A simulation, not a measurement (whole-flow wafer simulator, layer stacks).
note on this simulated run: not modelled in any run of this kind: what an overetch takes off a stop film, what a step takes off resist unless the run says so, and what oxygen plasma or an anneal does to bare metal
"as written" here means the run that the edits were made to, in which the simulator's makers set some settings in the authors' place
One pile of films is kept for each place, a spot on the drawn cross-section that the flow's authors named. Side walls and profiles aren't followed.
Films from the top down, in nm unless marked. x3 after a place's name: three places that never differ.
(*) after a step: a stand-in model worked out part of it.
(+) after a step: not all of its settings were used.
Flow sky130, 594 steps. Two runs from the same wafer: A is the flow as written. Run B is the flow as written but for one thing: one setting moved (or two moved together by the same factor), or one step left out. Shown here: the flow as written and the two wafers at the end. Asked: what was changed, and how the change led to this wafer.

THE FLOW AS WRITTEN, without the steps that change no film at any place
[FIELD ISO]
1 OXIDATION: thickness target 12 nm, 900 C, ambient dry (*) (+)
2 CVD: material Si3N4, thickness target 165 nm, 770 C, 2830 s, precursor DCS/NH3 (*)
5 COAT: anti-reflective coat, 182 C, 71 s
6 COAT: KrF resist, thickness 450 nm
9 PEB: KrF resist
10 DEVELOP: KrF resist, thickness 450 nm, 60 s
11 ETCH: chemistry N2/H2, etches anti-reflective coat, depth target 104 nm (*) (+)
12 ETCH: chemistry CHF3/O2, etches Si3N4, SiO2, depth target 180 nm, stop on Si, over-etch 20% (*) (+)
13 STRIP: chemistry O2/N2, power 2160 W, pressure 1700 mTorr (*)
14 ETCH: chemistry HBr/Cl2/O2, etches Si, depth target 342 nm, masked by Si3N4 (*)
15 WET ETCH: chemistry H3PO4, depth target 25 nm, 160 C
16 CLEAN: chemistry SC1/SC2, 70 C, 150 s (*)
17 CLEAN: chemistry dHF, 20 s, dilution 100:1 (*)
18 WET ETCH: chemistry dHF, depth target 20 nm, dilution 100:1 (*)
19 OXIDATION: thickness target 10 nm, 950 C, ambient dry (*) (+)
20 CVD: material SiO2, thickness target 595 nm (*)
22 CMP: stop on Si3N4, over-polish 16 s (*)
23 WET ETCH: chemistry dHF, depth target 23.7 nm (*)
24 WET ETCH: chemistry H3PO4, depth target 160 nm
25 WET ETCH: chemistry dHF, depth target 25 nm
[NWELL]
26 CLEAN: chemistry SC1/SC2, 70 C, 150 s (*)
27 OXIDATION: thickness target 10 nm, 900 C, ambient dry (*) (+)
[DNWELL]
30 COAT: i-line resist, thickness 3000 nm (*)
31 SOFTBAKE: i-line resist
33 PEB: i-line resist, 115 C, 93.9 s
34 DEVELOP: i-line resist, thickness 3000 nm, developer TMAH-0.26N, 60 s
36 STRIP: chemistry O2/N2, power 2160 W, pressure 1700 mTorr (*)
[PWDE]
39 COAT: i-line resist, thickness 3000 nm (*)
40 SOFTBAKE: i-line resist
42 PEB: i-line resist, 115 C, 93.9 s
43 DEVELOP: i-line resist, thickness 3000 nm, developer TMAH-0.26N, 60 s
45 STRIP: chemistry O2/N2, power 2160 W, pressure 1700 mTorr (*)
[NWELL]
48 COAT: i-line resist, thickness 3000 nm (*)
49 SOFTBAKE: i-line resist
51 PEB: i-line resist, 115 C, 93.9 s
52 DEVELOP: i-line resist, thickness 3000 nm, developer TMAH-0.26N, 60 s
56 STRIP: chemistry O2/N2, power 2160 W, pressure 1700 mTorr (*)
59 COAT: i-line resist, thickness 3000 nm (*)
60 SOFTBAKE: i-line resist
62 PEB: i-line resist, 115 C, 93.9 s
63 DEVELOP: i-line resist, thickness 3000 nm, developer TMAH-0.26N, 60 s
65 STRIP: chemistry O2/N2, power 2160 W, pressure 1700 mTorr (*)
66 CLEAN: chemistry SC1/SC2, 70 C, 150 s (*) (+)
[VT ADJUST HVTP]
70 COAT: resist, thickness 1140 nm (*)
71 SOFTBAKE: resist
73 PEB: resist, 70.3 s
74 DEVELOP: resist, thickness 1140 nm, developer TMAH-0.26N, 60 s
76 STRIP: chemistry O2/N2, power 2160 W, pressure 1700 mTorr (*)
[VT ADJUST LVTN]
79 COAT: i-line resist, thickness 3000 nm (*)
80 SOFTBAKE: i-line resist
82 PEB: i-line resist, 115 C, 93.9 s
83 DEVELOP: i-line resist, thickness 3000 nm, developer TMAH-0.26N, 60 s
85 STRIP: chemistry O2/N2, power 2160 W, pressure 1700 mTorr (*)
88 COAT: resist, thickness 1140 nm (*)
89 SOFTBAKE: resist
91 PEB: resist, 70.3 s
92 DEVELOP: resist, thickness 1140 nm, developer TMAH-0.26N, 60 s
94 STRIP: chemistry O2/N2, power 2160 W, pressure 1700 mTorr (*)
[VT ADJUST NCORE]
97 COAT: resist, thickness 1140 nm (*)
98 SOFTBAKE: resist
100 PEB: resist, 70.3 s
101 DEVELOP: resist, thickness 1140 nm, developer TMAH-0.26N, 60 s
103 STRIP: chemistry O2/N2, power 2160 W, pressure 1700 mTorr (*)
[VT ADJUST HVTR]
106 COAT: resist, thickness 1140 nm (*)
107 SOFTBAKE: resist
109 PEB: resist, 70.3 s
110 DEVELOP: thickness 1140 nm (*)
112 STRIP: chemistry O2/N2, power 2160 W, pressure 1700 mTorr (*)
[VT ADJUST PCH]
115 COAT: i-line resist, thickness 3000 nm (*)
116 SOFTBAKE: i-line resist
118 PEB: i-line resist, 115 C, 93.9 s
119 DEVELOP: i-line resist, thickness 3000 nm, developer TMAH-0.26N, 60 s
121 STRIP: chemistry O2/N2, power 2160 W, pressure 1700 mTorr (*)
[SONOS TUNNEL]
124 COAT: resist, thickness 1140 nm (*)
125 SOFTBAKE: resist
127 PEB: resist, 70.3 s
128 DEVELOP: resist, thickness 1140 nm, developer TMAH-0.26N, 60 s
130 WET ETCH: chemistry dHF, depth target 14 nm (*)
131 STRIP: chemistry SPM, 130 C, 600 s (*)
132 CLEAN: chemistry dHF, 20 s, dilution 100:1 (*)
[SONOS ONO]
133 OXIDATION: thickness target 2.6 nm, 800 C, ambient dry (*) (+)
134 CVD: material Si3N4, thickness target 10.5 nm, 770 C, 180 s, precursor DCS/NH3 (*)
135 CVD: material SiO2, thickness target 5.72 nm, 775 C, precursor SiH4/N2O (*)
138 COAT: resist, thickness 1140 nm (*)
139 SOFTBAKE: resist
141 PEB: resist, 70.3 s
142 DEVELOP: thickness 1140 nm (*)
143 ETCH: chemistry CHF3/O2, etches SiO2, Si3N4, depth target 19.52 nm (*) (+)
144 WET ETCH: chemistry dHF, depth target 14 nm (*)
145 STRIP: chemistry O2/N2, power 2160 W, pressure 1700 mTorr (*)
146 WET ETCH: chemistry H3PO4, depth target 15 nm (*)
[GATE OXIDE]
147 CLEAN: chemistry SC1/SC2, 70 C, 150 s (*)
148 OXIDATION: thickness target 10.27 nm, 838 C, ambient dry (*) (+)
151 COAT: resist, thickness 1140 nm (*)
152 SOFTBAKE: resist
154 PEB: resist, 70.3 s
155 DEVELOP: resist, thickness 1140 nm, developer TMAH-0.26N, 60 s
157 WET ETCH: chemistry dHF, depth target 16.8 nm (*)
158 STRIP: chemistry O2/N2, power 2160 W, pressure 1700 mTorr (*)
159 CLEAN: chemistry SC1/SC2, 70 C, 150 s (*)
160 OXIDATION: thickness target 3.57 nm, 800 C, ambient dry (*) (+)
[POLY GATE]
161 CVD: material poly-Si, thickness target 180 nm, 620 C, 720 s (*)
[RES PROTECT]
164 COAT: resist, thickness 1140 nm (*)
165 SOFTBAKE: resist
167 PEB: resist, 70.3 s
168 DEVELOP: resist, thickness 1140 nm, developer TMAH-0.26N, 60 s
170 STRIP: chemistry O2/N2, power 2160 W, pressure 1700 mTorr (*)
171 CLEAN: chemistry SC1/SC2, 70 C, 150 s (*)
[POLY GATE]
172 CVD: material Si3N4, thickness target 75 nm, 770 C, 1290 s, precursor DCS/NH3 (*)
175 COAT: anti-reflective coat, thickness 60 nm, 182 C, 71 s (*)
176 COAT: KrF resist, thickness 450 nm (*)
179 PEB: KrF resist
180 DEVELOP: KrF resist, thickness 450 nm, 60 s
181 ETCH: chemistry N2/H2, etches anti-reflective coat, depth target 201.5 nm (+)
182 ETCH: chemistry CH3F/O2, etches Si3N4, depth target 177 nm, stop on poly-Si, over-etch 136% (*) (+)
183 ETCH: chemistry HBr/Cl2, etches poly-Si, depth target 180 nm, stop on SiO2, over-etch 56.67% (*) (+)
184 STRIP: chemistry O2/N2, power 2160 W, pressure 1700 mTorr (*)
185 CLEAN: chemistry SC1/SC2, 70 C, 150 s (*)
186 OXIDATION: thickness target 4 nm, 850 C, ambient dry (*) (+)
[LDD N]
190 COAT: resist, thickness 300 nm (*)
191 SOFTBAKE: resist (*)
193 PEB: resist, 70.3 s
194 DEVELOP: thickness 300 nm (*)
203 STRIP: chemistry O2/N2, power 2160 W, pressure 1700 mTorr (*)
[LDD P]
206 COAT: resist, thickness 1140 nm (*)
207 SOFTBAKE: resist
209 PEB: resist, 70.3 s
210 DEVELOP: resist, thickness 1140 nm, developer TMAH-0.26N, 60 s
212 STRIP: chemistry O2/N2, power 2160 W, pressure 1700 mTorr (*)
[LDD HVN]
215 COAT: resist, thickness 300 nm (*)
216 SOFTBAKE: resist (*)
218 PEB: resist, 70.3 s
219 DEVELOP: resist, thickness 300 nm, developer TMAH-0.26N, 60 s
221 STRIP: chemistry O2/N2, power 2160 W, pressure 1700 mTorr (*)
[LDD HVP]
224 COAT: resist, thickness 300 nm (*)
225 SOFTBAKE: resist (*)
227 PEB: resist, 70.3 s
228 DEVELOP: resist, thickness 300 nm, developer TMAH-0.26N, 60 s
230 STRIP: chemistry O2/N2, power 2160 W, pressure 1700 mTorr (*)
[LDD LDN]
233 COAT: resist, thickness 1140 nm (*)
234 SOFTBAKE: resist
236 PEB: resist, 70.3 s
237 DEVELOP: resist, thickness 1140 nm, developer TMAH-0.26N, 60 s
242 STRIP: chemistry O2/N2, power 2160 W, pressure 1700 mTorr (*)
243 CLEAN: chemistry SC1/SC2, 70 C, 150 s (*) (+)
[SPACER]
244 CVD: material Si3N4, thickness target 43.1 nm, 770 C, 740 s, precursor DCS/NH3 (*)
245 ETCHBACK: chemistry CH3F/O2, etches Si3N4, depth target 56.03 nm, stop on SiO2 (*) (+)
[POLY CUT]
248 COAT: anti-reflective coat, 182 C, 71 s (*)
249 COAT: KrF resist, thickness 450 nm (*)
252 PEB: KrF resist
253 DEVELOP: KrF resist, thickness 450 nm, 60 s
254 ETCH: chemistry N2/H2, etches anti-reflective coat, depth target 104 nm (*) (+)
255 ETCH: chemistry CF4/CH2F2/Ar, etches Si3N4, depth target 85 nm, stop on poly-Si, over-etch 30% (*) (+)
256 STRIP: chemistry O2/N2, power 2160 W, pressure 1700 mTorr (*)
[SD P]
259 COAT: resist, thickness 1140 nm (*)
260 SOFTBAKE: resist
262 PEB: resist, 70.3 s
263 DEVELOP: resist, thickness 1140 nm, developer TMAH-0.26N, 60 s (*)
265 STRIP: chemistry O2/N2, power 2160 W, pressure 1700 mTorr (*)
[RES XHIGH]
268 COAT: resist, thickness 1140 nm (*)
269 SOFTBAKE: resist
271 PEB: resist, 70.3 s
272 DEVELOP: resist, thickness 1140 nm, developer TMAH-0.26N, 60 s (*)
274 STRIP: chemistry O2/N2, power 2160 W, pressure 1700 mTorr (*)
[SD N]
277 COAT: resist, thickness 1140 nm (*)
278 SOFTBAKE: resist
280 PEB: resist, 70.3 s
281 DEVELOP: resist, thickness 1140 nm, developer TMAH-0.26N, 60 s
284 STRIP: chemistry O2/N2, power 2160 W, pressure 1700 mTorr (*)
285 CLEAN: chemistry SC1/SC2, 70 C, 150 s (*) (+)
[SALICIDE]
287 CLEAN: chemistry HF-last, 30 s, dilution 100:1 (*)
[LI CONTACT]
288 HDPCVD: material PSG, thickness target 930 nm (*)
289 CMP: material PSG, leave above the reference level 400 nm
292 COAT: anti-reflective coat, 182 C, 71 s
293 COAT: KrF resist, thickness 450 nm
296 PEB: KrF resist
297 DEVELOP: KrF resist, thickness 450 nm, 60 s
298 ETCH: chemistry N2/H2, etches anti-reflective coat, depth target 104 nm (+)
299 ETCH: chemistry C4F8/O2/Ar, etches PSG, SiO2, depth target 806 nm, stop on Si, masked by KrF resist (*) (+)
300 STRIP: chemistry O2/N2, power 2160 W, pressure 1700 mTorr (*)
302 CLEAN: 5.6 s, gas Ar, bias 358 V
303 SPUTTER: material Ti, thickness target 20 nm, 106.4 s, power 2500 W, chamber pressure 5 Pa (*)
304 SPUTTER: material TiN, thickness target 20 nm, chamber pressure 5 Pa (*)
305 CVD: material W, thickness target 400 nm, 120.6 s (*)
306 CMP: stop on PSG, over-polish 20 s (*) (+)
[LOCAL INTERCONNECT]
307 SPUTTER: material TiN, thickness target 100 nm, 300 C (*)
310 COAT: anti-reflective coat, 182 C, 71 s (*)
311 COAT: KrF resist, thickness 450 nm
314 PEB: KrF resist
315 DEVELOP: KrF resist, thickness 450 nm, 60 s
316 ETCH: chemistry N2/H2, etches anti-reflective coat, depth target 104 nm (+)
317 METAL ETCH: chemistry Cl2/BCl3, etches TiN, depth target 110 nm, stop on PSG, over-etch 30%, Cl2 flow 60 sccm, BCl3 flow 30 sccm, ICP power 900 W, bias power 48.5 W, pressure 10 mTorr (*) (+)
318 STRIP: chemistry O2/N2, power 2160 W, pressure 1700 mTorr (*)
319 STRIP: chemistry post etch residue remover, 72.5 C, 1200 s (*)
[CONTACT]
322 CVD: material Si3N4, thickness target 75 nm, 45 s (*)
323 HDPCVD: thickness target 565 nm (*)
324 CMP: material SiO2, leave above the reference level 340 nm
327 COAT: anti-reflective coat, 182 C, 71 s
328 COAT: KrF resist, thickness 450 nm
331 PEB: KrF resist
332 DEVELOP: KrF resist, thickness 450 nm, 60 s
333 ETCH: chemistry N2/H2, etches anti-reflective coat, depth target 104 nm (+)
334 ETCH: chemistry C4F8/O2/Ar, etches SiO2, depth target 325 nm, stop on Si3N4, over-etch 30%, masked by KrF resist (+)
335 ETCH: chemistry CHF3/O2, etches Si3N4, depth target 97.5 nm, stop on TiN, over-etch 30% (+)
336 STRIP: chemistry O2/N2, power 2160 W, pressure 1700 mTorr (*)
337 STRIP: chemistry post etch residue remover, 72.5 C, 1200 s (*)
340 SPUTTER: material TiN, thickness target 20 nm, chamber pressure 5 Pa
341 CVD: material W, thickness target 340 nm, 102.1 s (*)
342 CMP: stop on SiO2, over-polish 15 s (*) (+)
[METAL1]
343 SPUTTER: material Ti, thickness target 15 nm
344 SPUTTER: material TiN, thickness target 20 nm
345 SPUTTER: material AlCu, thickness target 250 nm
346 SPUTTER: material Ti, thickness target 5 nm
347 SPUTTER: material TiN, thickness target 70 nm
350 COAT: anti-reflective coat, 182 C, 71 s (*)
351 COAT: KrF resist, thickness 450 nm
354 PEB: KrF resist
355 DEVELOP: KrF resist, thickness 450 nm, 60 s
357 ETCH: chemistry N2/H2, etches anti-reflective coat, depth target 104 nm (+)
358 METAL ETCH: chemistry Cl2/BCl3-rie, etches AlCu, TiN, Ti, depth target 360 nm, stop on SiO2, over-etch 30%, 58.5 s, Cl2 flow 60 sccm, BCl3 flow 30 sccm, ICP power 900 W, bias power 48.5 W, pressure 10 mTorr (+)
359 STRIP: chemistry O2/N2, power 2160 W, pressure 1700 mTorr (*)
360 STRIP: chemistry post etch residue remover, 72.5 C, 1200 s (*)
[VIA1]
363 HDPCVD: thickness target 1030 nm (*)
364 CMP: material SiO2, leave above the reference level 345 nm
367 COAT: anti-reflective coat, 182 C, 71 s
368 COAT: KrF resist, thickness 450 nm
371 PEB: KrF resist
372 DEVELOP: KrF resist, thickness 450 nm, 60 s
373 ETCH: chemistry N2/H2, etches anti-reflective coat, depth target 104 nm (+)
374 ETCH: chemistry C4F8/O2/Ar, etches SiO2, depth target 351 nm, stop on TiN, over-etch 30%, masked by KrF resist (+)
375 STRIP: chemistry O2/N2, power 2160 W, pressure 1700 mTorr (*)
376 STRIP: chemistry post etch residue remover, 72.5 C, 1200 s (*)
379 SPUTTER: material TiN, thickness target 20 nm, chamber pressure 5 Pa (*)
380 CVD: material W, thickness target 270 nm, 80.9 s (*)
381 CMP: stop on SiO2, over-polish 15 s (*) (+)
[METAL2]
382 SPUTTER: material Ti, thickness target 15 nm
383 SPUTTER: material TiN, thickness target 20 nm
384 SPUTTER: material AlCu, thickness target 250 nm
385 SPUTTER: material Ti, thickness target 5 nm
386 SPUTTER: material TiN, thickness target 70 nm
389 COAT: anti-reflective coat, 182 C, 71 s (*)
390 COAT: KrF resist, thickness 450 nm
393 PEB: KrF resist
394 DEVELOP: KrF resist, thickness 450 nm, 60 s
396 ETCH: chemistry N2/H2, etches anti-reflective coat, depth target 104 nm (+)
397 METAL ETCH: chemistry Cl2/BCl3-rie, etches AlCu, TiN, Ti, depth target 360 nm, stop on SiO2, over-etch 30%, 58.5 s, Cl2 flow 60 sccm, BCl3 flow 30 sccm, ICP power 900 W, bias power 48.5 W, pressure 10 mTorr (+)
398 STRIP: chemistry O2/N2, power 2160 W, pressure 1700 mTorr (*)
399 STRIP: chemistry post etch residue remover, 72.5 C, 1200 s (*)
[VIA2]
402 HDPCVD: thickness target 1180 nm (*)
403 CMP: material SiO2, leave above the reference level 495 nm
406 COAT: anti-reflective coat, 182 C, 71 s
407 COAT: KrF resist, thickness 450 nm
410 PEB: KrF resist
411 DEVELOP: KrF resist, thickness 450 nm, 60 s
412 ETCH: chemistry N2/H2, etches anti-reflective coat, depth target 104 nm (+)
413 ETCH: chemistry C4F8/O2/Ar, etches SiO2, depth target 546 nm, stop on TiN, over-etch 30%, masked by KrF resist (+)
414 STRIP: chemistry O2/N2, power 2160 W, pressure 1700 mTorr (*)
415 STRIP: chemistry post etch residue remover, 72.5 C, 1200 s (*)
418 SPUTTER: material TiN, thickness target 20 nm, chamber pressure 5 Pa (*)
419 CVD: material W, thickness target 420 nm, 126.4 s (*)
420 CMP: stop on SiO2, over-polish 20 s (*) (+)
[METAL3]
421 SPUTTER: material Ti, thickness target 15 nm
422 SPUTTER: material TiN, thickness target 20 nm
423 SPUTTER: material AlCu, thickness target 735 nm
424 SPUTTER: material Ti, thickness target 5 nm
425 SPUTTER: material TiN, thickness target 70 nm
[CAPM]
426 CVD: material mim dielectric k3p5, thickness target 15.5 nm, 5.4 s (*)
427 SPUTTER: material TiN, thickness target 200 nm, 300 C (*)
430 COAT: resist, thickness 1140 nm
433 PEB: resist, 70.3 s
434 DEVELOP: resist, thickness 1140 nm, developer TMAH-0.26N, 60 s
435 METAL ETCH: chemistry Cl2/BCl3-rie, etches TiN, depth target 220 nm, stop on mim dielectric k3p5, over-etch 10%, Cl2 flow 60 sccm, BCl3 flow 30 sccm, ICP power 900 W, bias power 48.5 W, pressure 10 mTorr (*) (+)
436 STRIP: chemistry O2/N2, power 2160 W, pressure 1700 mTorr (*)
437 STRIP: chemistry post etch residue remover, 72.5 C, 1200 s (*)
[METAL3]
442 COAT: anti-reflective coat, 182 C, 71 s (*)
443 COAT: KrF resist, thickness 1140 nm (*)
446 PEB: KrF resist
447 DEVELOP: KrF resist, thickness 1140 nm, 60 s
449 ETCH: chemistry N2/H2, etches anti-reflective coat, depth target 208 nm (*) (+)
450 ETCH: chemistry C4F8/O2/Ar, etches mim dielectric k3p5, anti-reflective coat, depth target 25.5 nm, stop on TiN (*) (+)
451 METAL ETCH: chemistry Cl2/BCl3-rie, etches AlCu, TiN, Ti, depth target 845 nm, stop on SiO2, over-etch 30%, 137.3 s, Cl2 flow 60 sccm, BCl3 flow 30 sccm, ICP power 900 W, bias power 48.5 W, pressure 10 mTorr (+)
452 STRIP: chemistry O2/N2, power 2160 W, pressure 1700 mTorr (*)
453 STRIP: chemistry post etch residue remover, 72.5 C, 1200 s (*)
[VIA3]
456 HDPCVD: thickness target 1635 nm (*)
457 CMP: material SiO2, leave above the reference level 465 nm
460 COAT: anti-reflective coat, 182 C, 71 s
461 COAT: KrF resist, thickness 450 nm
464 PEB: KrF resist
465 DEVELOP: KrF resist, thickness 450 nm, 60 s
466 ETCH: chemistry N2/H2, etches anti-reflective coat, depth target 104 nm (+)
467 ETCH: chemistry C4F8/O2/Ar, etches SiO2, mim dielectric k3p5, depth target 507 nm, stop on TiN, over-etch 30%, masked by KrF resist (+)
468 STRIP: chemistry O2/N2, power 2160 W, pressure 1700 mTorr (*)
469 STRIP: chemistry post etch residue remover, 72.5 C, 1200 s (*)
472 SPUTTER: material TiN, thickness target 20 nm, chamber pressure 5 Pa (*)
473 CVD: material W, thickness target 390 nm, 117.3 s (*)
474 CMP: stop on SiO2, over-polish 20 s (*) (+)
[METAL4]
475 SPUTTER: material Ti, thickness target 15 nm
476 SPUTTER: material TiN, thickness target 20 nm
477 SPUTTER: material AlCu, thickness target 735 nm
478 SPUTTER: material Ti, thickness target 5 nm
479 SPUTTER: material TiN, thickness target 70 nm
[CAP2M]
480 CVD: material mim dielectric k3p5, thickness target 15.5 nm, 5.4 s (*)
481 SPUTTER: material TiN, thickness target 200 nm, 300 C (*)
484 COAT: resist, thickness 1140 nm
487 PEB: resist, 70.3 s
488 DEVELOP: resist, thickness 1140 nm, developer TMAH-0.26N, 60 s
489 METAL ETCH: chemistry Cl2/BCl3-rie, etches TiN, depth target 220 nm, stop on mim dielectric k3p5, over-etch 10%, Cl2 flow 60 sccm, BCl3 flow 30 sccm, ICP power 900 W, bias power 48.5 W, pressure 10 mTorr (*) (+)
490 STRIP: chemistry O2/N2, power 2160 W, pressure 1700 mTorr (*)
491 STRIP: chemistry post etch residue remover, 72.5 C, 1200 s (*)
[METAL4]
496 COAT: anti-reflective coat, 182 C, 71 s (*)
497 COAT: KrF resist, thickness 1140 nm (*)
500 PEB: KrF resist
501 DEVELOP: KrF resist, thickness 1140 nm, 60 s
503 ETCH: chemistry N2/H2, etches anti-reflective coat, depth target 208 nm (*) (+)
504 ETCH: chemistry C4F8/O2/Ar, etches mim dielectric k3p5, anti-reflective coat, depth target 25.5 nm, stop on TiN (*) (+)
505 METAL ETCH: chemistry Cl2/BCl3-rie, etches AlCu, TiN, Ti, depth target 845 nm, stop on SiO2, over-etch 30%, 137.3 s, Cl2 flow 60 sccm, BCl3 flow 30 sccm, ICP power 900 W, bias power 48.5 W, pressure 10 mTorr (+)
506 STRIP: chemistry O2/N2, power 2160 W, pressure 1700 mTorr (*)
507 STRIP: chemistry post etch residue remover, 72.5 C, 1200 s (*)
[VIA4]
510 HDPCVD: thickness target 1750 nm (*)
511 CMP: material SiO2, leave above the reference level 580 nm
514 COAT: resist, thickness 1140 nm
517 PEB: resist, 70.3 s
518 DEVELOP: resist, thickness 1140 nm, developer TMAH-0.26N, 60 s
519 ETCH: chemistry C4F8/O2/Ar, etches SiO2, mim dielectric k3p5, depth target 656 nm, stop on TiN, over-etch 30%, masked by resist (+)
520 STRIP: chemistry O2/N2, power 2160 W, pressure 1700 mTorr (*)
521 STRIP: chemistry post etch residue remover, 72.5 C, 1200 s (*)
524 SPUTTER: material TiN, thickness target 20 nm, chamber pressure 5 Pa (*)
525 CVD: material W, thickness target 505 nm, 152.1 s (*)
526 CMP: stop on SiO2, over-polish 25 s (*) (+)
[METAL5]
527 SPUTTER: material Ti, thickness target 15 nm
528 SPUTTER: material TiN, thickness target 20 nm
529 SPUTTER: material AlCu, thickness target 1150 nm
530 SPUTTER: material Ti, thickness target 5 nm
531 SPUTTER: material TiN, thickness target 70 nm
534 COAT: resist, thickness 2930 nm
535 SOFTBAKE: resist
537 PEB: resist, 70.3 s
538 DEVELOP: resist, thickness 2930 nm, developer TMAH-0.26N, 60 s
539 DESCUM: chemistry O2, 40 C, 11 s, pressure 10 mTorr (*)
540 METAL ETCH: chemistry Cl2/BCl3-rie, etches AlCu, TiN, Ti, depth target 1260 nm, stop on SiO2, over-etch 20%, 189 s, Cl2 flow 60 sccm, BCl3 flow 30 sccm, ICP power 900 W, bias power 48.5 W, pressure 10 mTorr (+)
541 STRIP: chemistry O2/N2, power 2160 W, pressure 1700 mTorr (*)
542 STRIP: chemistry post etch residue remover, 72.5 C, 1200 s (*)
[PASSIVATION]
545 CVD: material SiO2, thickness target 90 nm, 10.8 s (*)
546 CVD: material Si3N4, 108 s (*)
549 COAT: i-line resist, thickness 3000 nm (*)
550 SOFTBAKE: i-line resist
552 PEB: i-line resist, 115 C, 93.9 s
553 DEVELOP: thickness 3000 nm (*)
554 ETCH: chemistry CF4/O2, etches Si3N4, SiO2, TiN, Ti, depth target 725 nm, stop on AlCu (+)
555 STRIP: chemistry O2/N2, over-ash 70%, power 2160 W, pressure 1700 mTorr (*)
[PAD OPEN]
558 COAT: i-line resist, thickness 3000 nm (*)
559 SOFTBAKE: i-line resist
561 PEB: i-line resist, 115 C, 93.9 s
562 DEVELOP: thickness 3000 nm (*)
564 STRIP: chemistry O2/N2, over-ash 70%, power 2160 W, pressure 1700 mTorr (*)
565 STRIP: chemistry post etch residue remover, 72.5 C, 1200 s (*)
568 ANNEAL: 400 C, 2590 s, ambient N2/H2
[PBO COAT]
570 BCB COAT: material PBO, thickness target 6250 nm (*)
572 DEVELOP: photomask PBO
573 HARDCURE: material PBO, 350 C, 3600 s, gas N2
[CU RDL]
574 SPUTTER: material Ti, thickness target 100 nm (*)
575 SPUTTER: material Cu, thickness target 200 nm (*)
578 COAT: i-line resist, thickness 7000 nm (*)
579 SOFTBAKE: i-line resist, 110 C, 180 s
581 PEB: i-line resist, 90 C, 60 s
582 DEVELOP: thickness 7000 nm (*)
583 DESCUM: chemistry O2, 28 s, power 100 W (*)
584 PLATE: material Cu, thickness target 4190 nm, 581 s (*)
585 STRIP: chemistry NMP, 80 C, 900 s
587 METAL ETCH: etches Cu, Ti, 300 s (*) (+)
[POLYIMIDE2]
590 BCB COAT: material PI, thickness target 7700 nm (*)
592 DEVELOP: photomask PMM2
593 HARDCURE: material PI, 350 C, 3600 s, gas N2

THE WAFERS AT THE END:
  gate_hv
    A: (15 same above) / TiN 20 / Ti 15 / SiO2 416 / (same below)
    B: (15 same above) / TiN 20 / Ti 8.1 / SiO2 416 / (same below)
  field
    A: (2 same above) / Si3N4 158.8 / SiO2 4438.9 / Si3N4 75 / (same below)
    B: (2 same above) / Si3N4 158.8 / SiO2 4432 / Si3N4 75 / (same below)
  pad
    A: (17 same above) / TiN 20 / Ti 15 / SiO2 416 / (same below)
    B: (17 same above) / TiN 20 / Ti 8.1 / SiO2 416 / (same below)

The cause: step 421, SPUTTER: thickness target 8.1 nm was run, where the flow has thickness target 15 nm.
It can be read off the wafer: gate_hv has Ti 8.1, and step 421 as written asks for 15 nm.

How the change led to this, step by step:
  421 SPUTTER: material Ti, thickness target 15 nm
      field, active, n_well and 188 more: A Ti +15 (new film) | B Ti +8.1 (new film)
  451 METAL ETCH: chemistry Cl2/BCl3-rie, etches AlCu, TiN, Ti, depth target 845 nm, stop on SiO2, over-etch 30%, 137.3 s, Cl2 flow 60 sccm, BCl3 flow 30 sccm, ICP power 900 W, bias power 48.5 W, pressure 10 mTorr (+)
      field, gate, spacer and 68 more: A TiN -70 (all of it), Ti -5 (all of it), AlCu -735 (all of it), TiN -20 (all of it), Ti -15 (all of it), SiO2 -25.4 | B TiN -70 (all of it), Ti -5 (all of it), AlCu -735 (all of it), TiN -20 (all of it), Ti -8.1 (all of it), SiO2 -26
      active, vpp_ln, vpp_iso2 and 11 more: A TiN -70 (all of it), Ti -5 (all of it), AlCu -735 (all of it), TiN -20 (all of it), Ti -15 (all of it), SiO2 -25.3 | B TiN -70 (all of it), Ti -5 (all of it), AlCu -735 (all of it), TiN -20 (all of it), Ti -8.1 (all of it), SiO2 -26
